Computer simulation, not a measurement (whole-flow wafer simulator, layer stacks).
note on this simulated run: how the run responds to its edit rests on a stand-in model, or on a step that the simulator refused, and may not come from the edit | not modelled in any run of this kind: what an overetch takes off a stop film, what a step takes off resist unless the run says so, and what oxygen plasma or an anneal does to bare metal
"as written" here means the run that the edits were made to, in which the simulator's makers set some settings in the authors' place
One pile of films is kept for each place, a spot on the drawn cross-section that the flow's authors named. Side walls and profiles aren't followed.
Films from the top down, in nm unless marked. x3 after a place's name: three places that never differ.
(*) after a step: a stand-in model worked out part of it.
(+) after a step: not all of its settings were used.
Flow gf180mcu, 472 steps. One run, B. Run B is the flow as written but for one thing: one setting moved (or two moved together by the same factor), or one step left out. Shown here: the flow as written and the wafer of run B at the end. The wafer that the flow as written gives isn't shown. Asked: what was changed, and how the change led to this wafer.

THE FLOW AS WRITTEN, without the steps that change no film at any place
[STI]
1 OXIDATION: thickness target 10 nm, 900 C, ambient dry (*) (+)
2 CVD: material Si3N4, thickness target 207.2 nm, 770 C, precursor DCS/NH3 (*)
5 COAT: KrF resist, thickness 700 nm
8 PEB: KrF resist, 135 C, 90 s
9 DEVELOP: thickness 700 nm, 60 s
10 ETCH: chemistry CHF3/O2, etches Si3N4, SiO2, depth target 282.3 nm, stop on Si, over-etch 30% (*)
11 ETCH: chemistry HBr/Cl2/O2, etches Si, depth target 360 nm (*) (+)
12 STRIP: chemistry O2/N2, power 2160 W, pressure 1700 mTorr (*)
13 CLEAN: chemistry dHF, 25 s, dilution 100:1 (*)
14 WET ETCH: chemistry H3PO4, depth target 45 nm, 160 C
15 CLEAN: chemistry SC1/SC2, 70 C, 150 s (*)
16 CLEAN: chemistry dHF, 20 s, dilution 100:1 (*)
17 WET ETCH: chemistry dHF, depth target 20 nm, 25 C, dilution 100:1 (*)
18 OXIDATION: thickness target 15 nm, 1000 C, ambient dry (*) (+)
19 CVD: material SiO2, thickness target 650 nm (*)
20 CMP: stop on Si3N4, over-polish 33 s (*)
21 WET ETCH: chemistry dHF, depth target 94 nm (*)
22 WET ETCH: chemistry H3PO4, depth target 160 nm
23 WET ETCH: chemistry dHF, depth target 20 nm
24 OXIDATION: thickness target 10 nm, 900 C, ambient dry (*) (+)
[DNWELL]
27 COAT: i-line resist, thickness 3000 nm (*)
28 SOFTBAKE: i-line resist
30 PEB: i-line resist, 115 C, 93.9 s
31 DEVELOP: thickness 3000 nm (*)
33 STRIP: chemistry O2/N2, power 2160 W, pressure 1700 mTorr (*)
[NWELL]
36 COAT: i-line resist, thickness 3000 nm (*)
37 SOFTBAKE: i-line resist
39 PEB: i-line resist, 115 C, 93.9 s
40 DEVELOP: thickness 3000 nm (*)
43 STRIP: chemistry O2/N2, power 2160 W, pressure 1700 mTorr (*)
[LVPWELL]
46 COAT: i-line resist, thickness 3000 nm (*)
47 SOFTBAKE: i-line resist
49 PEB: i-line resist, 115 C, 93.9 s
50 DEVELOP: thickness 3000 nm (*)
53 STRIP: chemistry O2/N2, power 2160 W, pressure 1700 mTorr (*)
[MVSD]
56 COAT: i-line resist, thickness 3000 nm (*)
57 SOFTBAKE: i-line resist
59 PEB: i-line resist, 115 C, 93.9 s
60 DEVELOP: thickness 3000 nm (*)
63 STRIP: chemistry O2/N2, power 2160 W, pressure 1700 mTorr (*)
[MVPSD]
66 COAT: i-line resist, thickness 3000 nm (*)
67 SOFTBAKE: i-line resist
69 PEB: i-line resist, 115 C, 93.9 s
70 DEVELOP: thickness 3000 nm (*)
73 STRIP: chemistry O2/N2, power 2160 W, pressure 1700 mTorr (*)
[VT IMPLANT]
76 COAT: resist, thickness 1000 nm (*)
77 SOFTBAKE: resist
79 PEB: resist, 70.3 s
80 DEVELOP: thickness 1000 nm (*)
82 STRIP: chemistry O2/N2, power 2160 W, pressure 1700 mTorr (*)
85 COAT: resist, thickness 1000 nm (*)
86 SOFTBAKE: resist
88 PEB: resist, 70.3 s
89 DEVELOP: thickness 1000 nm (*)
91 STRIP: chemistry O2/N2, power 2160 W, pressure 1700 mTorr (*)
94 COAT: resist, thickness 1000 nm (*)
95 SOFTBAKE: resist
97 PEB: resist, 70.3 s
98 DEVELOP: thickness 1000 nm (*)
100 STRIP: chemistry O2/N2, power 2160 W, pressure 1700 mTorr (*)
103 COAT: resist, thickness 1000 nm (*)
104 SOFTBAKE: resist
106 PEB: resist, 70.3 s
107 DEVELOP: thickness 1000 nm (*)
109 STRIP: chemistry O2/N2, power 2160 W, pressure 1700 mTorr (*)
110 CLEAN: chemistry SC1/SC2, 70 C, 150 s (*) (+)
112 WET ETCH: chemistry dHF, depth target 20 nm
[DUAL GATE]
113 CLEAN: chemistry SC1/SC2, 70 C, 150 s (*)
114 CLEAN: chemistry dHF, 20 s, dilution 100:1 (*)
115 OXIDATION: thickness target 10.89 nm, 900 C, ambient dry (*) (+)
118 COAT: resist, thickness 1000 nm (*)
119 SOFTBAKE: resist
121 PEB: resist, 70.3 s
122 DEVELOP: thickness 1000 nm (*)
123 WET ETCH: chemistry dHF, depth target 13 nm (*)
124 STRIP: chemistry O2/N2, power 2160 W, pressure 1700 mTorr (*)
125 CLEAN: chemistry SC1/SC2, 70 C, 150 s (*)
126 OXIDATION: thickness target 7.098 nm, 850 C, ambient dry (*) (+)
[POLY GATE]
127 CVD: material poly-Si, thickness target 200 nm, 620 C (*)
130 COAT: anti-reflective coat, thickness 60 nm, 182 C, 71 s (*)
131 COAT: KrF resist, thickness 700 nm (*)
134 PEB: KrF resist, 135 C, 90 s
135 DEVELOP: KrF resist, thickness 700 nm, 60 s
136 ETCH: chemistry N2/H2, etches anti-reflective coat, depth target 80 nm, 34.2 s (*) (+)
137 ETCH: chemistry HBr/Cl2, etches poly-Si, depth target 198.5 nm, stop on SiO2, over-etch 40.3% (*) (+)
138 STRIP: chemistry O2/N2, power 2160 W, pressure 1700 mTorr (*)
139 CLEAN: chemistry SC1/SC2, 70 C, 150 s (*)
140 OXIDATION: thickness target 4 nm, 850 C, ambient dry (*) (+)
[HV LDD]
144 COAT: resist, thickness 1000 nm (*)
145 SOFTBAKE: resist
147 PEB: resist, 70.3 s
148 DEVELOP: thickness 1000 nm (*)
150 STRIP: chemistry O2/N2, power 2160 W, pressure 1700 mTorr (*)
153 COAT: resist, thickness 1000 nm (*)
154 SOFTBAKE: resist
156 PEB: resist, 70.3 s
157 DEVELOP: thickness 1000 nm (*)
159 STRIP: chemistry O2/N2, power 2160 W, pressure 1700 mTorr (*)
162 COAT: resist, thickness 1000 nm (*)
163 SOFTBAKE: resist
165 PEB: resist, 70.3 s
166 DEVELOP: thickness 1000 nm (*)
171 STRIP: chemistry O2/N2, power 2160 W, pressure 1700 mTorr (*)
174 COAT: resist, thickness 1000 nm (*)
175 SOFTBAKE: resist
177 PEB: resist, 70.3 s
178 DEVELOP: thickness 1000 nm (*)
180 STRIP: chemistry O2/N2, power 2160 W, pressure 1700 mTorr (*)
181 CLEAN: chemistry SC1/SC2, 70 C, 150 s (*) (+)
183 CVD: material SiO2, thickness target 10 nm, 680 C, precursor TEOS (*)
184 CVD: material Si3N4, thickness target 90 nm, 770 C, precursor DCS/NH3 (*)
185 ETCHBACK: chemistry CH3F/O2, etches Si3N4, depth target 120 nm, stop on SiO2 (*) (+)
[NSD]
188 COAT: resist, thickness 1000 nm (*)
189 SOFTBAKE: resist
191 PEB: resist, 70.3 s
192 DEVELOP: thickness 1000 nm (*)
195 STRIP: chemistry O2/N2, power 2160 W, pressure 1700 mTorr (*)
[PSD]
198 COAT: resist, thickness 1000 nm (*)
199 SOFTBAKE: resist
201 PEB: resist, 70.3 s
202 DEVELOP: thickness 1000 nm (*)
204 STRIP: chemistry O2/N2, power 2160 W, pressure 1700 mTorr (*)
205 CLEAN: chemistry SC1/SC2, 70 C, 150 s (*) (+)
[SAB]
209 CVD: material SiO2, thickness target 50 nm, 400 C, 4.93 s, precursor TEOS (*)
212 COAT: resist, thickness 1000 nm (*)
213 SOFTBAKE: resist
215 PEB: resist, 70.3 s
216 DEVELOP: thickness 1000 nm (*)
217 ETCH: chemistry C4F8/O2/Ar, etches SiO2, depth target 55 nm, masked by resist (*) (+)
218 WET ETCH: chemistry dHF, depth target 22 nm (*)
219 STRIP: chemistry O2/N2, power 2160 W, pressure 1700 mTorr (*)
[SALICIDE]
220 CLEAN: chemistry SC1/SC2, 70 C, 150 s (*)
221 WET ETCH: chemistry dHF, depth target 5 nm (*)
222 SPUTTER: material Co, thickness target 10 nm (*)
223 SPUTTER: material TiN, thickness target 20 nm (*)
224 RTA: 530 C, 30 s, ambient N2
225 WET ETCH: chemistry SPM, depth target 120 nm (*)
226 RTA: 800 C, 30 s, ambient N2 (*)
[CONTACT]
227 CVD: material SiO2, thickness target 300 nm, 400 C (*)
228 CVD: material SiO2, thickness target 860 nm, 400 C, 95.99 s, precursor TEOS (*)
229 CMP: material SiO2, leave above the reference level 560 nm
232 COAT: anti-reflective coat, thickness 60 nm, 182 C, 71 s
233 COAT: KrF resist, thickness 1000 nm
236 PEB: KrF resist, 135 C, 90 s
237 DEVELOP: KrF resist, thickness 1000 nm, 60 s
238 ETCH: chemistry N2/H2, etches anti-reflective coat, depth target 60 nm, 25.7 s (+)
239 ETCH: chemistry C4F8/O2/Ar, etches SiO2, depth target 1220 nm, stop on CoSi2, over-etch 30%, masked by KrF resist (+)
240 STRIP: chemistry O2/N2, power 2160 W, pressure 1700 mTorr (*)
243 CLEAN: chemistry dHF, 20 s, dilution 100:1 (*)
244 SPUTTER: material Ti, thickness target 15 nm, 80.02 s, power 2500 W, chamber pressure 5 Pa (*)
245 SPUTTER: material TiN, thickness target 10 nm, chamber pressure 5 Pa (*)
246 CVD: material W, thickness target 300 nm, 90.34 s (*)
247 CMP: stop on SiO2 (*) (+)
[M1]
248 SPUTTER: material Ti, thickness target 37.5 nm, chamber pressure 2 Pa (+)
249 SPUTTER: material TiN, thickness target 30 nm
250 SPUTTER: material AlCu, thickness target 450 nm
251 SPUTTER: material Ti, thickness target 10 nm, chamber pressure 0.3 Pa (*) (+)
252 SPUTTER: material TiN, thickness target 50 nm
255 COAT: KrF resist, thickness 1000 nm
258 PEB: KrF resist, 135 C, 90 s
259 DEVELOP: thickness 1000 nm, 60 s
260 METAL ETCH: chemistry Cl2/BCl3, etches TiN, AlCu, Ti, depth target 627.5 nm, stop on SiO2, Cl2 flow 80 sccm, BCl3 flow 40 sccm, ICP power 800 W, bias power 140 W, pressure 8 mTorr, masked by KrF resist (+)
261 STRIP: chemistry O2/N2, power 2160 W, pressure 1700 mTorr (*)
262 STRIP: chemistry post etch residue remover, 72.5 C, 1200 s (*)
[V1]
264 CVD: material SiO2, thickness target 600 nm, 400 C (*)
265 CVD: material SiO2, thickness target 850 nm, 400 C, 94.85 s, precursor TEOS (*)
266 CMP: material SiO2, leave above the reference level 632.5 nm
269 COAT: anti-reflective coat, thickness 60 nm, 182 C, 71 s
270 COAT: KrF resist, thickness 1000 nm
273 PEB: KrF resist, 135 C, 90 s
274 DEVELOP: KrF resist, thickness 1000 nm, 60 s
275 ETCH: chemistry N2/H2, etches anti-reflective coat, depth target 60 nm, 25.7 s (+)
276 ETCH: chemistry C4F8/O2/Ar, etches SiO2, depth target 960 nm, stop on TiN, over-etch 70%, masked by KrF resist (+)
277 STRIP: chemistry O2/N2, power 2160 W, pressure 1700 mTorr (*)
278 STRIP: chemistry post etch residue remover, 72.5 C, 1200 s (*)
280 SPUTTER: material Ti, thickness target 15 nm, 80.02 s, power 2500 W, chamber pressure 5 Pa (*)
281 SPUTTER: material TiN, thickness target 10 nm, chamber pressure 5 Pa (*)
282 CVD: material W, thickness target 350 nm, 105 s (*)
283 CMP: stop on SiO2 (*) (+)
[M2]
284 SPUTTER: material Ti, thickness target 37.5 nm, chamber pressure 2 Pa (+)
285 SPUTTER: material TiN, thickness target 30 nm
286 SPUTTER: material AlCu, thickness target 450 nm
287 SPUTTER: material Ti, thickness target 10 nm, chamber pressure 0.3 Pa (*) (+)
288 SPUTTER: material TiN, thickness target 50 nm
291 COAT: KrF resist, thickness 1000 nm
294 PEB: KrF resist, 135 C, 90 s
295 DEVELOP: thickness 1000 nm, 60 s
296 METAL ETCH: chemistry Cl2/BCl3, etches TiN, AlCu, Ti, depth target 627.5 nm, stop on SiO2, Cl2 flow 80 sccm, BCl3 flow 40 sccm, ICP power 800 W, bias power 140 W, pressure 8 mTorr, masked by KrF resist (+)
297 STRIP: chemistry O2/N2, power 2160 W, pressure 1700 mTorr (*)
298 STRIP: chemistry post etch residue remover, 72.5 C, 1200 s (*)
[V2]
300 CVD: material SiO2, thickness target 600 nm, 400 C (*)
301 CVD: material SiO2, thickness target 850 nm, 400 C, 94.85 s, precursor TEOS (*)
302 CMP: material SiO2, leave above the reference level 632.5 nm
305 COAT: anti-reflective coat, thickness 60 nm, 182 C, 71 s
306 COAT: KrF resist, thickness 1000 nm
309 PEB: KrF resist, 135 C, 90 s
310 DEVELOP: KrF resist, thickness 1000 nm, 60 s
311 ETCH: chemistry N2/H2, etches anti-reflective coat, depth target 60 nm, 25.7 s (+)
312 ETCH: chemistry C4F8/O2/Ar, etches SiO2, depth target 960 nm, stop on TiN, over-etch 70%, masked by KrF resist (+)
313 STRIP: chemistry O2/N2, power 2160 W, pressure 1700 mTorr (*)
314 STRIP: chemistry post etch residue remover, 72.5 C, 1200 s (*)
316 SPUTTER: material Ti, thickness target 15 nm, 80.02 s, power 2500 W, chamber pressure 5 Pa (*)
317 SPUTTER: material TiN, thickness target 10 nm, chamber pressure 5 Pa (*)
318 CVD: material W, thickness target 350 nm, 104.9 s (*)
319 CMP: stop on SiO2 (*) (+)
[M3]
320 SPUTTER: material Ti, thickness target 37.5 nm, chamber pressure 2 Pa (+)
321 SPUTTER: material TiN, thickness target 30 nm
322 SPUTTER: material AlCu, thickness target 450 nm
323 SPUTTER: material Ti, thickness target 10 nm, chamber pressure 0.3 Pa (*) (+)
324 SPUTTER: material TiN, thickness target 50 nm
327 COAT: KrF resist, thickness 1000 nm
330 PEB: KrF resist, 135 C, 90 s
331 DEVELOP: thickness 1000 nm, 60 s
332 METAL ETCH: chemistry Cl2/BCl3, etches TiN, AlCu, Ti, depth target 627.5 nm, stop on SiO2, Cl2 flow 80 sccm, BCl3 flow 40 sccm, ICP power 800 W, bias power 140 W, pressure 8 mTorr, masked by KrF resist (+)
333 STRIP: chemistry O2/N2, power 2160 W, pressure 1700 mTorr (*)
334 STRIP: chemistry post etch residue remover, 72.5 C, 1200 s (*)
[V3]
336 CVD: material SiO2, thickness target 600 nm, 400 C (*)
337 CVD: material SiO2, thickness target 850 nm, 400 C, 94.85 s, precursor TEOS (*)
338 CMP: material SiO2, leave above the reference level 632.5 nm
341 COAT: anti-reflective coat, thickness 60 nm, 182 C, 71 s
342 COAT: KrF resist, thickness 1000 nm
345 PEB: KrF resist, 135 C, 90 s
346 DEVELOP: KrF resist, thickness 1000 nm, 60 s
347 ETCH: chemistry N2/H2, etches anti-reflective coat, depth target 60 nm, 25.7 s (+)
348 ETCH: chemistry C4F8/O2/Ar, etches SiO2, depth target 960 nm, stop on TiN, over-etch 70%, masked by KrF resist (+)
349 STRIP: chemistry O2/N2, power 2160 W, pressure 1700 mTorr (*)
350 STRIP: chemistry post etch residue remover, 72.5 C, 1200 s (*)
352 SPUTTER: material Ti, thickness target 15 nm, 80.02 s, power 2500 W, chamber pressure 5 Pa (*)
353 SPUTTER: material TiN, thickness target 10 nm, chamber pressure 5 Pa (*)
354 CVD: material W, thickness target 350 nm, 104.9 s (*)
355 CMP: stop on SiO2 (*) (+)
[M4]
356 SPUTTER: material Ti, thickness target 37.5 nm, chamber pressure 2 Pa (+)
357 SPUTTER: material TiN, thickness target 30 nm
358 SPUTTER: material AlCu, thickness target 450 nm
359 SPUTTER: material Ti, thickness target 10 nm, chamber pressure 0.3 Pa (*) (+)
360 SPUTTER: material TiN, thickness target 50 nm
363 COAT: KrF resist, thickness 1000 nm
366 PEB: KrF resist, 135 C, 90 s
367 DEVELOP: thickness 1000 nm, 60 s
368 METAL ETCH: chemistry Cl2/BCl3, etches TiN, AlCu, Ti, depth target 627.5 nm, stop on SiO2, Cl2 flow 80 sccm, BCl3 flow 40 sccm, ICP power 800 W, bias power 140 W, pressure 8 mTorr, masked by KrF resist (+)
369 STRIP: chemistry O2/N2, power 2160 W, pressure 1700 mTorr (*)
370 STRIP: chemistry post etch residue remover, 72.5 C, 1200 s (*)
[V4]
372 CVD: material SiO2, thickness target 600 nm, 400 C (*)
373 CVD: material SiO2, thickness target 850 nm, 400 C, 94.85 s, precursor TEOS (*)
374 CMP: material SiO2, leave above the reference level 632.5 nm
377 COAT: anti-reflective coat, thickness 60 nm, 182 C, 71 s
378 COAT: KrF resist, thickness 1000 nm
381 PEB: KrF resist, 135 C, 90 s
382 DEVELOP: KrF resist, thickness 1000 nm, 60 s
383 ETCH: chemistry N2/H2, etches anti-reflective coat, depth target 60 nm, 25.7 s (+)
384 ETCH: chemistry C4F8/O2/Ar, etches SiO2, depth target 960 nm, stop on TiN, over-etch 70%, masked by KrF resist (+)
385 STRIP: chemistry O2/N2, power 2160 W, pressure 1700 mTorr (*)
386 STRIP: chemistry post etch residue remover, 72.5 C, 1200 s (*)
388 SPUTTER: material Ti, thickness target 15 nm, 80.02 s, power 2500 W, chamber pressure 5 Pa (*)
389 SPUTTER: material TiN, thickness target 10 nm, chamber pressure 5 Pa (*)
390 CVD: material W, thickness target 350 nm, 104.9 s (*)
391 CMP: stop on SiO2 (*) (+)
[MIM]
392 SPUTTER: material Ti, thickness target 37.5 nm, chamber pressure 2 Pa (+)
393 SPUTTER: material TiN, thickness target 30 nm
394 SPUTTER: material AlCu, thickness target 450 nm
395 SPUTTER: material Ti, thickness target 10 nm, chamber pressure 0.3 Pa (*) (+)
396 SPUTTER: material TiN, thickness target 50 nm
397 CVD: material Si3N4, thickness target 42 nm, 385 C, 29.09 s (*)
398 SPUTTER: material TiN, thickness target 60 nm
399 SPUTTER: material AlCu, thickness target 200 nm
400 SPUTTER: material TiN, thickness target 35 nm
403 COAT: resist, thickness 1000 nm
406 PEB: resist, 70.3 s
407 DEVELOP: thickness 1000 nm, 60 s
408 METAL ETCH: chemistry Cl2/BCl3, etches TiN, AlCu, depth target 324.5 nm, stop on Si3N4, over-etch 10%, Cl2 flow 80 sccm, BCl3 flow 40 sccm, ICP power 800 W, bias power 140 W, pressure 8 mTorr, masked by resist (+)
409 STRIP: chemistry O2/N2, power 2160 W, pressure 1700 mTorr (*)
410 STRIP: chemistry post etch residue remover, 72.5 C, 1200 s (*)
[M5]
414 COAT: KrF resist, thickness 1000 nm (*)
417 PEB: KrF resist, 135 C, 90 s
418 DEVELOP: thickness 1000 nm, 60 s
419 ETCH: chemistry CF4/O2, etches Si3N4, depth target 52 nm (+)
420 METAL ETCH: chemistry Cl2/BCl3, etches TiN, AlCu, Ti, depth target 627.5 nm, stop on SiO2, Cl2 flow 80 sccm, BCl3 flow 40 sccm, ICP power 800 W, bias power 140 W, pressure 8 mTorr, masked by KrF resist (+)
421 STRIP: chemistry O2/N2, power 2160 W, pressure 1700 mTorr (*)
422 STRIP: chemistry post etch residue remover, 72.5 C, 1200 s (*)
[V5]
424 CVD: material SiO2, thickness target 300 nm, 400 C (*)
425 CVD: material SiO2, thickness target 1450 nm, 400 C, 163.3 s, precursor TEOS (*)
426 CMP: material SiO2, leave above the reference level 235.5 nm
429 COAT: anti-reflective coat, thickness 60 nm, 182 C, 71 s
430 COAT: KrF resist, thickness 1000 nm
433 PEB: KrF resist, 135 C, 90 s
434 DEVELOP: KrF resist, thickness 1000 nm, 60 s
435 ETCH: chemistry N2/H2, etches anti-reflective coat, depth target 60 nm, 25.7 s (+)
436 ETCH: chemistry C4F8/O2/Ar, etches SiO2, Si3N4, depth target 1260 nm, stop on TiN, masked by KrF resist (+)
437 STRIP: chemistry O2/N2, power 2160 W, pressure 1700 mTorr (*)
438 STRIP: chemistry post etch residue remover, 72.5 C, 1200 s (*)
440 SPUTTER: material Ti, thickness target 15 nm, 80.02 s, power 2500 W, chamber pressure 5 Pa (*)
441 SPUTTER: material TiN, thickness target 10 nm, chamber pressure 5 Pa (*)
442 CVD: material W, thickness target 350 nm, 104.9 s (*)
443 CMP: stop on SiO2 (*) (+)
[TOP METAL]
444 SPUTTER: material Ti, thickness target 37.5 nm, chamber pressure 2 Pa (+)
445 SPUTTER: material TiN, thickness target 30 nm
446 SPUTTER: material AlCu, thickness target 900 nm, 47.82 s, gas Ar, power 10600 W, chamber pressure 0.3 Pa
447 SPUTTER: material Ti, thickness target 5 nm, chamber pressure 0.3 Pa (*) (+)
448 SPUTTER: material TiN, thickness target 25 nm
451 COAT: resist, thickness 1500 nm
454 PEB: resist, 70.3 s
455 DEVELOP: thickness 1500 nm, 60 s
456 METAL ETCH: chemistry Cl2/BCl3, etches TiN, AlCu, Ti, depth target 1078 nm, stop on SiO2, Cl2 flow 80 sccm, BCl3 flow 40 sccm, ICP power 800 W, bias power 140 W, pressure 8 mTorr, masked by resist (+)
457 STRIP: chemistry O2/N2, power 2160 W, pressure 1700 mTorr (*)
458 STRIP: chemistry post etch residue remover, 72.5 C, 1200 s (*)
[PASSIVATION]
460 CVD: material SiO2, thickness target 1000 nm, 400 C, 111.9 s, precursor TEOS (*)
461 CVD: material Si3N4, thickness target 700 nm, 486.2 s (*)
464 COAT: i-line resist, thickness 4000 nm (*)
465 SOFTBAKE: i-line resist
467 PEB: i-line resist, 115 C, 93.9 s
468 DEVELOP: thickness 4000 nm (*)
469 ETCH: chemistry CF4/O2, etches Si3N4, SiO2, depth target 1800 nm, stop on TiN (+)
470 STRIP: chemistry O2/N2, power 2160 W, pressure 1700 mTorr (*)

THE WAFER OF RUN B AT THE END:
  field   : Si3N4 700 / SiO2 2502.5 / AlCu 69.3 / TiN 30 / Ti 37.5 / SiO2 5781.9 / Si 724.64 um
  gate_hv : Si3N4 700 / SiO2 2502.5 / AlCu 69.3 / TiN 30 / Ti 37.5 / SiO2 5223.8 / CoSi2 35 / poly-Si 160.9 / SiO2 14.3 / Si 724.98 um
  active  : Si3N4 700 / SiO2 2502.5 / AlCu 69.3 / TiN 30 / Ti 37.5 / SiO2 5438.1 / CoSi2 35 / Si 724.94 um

The cause: step 394, SPUTTER: thickness target 644 nm was run, where the flow has thickness target 450 nm.

How the change led to this, step by step:
  394 SPUTTER: material AlCu, thickness target 450 nm
      field, field__w1, field__w2 and 108 more: AlCu +644 (new film) (as written it would be: AlCu +450 (new film))
  420 METAL ETCH: chemistry Cl2/BCl3, etches TiN, AlCu, Ti, depth target 627.5 nm, stop on SiO2, Cl2 flow 80 sccm, BCl3 flow 40 sccm, ICP power 800 W, bias power 140 W, pressure 8 mTorr, masked by KrF resist (+)
      field, field__w1, field__w2 and 101 more: TiN -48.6 (all of it), Ti -10 (all of it), AlCu -568.9 (as written it would be: TiN -48.6 (all of it), Ti -10 (all of it), AlCu -450 (all of it), TiN -30 (all of it), Ti -37.5 (all of it))
  422 STRIP: chemistry post etch residue remover, 72.5 C, 1200 s (*)
      field, field__w1, field__w2 and 101 more: AlCu -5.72 (as written it would be: nothing)
  424 CVD: material SiO2, thickness target 300 nm, 400 C (*)
      field, field__w1, field__w2 and 101 more: SiO2 +300 (new film) (as written it would be: SiO2 +300)
  426 CMP: material SiO2, leave above the reference level 235.5 nm
      field, field__w1, field__w5 and 92 more: SiO2 -243.7 (as written it would be: SiO2 -300.8)
      field__w2, field__w3, field__w12 and 6 more: SiO2 -212.9 (as written it would be: SiO2 -272.7)
Counting metal films that touch as one body, field has 1 body; the flow as written gives 0 bodies.
Counting metal films that touch as one body, gate_hv has 2 bodies (between them, from the top down: SiO2 5223.8); the flow as written gives 1 body.
Counting metal films that touch as one body, active has 2 bodies (between them, from the top down: SiO2 5438.1); the flow as written gives 1 body.
